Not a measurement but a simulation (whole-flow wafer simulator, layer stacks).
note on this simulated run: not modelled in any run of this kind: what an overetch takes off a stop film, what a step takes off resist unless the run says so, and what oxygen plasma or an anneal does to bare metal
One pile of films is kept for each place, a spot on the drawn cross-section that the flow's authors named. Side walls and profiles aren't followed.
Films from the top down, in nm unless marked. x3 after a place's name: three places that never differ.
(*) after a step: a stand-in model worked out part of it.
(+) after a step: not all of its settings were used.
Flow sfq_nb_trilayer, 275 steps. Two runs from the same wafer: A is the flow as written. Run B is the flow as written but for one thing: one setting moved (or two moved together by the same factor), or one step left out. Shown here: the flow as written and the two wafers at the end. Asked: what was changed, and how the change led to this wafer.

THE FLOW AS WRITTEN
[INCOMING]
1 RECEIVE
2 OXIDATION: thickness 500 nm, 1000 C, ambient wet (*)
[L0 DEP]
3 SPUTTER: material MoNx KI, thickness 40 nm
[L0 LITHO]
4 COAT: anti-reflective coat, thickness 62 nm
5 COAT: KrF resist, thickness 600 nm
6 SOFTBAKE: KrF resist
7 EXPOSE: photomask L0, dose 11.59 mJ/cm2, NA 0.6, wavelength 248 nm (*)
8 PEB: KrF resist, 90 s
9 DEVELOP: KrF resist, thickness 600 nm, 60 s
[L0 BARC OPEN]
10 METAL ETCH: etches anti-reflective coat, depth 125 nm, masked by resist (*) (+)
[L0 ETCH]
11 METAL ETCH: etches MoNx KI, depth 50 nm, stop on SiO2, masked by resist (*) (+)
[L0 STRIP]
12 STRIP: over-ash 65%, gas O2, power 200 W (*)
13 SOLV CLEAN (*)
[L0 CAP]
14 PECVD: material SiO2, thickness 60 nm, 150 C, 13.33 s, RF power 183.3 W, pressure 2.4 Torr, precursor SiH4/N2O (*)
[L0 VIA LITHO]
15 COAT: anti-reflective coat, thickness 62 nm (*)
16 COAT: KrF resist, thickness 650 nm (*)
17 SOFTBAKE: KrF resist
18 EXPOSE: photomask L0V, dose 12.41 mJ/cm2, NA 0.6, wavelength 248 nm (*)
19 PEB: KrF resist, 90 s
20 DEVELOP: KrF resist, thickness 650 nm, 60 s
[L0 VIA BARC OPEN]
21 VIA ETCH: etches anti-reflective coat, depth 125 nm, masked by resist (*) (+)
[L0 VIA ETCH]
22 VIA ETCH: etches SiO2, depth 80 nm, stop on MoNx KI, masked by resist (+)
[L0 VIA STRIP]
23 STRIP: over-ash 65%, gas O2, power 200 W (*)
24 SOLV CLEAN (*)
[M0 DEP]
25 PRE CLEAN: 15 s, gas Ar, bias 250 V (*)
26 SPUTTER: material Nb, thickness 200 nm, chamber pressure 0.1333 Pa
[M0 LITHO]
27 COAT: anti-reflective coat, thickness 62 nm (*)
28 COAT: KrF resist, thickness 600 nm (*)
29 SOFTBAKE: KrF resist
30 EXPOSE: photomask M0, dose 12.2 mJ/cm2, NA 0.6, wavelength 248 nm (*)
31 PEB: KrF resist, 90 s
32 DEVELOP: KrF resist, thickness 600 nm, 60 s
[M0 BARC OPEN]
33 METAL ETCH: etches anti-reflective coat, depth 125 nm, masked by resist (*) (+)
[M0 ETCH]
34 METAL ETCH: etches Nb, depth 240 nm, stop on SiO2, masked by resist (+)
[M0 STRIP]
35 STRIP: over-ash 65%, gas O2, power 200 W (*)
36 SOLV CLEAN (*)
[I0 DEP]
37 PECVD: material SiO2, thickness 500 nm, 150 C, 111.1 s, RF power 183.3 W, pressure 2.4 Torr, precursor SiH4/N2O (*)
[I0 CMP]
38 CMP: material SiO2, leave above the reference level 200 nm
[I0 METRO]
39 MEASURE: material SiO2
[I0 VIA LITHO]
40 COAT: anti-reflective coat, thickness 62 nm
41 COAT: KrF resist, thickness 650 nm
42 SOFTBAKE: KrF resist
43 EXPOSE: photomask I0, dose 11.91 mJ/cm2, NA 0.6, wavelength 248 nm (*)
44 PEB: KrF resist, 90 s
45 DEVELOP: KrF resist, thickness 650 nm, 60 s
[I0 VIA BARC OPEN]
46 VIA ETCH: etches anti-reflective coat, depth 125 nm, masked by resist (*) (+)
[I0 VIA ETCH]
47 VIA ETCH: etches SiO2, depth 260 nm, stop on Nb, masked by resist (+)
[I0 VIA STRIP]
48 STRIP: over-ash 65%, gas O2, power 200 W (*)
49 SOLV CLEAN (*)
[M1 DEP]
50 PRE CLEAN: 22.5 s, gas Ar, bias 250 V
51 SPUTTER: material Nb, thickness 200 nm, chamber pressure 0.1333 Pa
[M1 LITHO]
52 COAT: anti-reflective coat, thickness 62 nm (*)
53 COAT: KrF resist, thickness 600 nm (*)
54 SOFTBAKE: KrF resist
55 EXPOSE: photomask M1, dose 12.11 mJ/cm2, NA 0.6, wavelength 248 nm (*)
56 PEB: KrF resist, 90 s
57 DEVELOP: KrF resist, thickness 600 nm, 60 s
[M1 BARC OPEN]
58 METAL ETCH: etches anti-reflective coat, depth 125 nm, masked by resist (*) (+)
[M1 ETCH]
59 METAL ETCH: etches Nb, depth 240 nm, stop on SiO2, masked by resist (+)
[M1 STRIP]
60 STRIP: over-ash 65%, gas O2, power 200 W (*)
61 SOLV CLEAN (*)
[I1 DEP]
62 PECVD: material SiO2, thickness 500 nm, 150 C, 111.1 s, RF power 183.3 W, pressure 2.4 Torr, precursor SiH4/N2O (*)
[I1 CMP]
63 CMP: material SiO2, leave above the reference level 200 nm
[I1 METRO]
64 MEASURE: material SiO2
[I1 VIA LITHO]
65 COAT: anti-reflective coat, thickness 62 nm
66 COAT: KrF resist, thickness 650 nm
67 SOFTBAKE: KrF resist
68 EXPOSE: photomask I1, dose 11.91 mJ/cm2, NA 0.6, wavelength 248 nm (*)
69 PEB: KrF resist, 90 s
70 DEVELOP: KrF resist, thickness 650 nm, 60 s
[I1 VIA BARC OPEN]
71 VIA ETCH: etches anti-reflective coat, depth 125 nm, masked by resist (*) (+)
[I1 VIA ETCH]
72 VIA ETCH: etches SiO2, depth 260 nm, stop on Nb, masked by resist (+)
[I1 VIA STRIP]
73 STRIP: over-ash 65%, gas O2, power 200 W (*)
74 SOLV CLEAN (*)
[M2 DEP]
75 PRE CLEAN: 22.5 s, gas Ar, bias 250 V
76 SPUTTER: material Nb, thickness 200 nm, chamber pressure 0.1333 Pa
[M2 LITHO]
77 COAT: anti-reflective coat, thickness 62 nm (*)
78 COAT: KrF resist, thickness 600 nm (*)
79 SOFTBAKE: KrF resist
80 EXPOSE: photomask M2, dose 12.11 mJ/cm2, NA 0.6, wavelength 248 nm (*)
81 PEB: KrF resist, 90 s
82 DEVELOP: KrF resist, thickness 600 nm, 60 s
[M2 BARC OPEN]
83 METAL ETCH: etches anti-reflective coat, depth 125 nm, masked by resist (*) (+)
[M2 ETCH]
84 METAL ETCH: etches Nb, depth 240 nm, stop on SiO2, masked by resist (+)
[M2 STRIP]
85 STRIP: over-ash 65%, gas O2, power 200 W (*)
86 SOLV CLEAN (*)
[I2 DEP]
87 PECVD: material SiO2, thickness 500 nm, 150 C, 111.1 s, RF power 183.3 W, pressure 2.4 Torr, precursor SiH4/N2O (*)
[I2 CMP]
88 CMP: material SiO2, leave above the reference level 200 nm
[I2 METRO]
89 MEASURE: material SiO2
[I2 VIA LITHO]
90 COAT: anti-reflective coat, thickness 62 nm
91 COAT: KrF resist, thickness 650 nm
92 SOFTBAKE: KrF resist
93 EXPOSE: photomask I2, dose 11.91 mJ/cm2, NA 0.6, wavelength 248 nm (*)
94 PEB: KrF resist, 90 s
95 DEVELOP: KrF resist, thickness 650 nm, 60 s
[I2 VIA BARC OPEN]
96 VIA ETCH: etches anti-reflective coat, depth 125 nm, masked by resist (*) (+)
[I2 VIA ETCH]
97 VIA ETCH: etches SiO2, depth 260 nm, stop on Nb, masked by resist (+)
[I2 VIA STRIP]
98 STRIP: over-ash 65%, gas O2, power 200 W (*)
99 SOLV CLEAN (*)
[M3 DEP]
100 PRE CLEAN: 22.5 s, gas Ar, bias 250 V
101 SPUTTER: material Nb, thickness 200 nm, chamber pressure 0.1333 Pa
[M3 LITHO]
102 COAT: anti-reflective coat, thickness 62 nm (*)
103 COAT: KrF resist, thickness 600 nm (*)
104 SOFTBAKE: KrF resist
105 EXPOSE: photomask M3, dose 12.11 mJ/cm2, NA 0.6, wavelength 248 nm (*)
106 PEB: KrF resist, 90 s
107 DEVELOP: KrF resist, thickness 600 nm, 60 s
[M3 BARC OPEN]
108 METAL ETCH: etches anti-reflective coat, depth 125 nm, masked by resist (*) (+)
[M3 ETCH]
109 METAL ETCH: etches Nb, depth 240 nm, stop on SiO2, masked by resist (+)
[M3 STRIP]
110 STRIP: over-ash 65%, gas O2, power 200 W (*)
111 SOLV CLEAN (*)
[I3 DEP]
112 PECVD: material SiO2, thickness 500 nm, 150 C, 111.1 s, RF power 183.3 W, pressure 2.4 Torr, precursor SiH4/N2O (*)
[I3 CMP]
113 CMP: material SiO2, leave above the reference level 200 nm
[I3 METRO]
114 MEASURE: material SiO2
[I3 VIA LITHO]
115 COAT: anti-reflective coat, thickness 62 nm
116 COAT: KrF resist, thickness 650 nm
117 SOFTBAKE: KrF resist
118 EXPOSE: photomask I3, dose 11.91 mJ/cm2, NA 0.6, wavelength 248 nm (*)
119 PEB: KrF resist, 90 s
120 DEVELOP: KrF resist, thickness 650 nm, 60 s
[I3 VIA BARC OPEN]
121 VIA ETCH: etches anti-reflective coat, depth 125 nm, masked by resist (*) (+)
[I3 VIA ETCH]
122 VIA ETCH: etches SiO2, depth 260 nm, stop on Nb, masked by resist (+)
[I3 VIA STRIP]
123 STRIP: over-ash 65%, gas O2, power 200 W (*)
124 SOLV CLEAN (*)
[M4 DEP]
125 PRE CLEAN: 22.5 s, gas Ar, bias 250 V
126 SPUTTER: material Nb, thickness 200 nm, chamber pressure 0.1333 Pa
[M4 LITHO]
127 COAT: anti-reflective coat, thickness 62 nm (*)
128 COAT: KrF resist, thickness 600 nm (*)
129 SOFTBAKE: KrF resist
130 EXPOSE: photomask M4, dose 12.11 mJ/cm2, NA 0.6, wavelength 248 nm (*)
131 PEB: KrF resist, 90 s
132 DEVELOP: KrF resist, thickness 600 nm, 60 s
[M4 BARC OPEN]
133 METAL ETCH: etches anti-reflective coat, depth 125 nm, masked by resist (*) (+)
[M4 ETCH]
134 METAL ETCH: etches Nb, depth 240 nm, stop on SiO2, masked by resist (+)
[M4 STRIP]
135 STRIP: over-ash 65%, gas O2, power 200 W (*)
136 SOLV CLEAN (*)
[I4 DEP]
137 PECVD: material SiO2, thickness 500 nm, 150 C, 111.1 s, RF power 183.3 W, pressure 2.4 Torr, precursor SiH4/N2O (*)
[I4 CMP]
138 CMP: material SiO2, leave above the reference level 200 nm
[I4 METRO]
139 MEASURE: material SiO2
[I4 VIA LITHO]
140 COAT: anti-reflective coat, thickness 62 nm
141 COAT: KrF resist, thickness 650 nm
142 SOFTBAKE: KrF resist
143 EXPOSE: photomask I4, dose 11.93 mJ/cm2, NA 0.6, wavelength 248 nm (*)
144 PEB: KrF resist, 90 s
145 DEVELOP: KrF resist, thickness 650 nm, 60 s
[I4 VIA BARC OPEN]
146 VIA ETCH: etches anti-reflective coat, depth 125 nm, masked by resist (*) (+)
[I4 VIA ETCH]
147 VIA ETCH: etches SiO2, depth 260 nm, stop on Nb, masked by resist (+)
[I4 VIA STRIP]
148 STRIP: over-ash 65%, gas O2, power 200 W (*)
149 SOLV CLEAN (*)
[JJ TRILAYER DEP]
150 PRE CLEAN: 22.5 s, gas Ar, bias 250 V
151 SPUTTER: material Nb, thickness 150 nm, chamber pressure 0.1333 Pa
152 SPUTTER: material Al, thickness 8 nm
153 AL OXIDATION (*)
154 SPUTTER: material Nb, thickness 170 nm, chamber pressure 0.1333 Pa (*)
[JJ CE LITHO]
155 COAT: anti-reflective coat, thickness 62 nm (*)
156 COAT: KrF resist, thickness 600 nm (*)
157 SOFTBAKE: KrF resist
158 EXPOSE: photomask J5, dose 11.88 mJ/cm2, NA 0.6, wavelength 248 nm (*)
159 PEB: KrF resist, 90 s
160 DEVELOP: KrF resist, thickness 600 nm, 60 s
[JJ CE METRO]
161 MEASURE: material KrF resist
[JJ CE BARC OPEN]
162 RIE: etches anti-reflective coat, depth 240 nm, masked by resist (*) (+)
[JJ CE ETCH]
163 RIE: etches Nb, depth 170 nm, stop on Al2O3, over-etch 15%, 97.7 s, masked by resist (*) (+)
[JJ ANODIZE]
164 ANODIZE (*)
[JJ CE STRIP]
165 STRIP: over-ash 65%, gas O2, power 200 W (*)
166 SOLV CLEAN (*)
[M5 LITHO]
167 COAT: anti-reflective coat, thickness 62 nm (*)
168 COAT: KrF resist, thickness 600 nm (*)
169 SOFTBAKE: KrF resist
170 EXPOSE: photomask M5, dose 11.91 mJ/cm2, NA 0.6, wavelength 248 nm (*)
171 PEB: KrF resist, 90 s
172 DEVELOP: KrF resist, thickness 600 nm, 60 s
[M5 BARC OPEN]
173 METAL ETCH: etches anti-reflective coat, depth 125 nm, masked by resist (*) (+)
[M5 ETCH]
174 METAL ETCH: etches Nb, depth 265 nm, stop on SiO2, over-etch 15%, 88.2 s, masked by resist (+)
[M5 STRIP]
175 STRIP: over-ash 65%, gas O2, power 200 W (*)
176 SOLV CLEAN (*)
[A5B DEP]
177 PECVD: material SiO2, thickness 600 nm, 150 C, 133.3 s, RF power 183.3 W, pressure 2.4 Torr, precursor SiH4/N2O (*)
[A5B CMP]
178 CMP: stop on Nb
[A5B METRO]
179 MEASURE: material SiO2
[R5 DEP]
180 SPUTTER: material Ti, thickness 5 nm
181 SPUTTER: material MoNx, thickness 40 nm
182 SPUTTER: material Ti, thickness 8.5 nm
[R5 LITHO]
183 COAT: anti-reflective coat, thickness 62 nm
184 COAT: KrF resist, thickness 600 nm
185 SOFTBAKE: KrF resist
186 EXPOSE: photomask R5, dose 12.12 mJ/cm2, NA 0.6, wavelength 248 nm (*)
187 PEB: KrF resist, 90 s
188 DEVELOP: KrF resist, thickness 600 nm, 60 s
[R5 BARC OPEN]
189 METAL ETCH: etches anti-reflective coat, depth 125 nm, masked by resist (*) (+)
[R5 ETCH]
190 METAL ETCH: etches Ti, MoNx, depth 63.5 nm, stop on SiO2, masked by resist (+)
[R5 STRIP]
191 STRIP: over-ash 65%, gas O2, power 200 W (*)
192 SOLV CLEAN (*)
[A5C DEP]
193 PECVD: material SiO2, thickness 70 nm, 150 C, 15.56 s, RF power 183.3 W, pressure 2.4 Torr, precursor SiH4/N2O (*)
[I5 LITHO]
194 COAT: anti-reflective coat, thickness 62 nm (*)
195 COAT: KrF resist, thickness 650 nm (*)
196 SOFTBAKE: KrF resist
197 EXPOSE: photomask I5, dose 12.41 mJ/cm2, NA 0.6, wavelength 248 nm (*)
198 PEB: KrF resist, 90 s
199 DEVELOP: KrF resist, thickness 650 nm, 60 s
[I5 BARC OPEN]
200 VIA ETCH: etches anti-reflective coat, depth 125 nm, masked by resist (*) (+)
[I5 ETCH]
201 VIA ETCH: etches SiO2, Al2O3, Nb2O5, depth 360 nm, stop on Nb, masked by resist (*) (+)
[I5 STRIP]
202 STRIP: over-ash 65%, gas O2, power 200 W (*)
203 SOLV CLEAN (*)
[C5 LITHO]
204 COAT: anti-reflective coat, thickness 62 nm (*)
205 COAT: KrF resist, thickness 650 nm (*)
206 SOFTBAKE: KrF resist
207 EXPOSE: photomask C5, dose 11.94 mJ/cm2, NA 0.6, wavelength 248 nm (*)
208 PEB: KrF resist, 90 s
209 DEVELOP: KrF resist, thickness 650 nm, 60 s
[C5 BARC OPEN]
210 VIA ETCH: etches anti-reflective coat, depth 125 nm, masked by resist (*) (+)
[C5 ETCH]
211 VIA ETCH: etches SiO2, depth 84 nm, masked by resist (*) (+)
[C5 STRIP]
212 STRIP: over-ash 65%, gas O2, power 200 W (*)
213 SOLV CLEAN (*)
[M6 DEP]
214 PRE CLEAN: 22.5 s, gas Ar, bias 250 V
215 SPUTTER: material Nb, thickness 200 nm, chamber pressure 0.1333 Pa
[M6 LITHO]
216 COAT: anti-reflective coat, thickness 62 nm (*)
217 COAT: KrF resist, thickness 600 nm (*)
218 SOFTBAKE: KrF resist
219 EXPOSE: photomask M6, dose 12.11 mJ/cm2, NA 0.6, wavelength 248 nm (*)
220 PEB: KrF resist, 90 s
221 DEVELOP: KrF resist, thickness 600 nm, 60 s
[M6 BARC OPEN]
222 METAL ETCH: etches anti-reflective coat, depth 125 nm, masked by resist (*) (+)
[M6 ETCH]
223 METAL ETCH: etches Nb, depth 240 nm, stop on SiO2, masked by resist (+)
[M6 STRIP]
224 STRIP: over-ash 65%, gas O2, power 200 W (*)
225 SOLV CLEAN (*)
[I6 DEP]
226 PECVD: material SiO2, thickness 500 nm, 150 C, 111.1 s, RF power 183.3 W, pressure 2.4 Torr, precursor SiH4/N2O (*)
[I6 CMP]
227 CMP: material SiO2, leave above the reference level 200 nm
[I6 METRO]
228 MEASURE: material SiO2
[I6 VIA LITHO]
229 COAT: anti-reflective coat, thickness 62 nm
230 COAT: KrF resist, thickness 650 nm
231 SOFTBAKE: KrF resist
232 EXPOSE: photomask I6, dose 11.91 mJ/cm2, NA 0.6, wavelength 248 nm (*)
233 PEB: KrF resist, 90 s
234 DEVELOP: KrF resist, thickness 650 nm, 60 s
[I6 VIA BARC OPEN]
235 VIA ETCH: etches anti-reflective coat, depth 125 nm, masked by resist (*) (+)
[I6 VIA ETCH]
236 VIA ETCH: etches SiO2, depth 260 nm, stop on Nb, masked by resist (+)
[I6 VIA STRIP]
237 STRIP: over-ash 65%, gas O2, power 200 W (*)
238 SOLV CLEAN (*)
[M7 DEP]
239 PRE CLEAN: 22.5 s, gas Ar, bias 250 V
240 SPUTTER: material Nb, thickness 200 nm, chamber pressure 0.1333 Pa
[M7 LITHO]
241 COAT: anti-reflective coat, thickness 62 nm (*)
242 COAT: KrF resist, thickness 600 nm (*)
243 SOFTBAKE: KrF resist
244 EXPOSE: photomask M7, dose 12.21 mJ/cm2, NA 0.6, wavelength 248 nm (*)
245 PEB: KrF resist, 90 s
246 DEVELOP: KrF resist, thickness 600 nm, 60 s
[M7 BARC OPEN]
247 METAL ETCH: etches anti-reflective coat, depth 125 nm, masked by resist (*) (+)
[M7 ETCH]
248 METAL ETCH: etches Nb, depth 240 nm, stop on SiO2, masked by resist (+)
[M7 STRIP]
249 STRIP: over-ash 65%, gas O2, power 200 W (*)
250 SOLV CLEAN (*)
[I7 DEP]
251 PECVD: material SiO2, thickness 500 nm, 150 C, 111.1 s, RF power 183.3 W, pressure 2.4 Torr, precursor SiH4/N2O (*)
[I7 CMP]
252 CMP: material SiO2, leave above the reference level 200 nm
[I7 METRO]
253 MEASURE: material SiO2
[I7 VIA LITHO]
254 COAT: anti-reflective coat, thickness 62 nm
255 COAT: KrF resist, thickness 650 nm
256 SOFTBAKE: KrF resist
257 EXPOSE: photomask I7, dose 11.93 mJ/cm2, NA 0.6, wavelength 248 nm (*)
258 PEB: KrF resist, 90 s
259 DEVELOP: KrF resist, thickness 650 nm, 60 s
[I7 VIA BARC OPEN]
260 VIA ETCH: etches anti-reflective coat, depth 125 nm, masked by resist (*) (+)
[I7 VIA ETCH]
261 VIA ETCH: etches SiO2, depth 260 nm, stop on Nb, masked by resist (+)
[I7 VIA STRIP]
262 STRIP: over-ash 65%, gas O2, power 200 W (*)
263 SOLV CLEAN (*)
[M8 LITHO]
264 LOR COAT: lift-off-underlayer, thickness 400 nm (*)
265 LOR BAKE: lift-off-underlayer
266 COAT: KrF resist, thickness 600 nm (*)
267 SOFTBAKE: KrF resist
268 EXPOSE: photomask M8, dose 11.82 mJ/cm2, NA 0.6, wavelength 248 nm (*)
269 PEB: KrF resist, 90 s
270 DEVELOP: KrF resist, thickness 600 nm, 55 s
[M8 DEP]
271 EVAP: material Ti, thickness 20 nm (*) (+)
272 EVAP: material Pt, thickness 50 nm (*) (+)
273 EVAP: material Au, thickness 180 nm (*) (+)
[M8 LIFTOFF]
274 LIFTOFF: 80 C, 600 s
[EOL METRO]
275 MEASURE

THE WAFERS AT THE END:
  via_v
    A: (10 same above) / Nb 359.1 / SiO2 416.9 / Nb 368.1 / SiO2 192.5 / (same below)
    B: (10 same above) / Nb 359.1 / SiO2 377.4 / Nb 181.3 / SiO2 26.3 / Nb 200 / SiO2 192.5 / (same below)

The cause: step 72, VIA ETCH: depth 166 nm was run, where the flow has depth 260 nm.

How the change led to this, step by step:
  72 VIA ETCH: etches SiO2, depth 260 nm, stop on Nb, masked by resist (+)
      via_v: A SiO2 -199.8 (all of it) | B SiO2 -166
      field_l, v_sur, via_wl and 102 more: A KrF resist -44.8 | B KrF resist -28.6
  73 STRIP: over-ash 65%, gas O2, power 200 W (*)
      field_l, v_sur, via_wl and 102 more: A KrF resist -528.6 (all of it), anti-reflective coat -62 (all of it) | B KrF resist -544.8 (all of it), anti-reflective coat -62 (all of it)
  75 PRE CLEAN: 22.5 s, gas Ar, bias 250 V
      via_v: A Nb -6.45 | B SiO2 -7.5
  76 SPUTTER: material Nb, thickness 200 nm, chamber pressure 0.1333 Pa
      via_v: A Nb +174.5 | B Nb +181.3 (new film)
  77 COAT: anti-reflective coat, thickness 62 nm (*)
      via_v: A anti-reflective coat +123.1 (new film) | B anti-reflective coat +114.4 (new film)
  78 COAT: KrF resist, thickness 600 nm (*)
      via_v: A KrF resist +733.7 (new film) | B KrF resist +707.9 (new film)
  85 STRIP: over-ash 65%, gas O2, power 200 W (*)
      via_v: A KrF resist -515.8 (all of it), anti-reflective coat -123.1 (all of it) | B KrF resist -490 (all of it), anti-reflective coat -114.4 (all of it)
  87 PECVD: material SiO2, thickness 500 nm, 150 C, 111.1 s, RF power 183.3 W, pressure 2.4 Torr, precursor SiH4/N2O (*)
      via_v: A SiO2 +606 (new film) | B SiO2 +542 (new film)
  88 CMP: material SiO2, leave above the reference level 200 nm
      via_v: A SiO2 -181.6 | B SiO2 -157.1
Counting metal films that touch as one body, via_v has 7 bodies (between them, from the top down: SiO2 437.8; SiO2 209 / Al2O3 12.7 / Nb2O5 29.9; SiO2 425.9; SiO2 377.4; SiO2 26.3; SiO2 192.5); the flow as written gives 6 bodies (between them, from the top down: SiO2 437.8; SiO2 209 / Al2O3 12.7 / Nb2O5 29.9; SiO2 425.9; SiO2 416.9; SiO2 192.5).
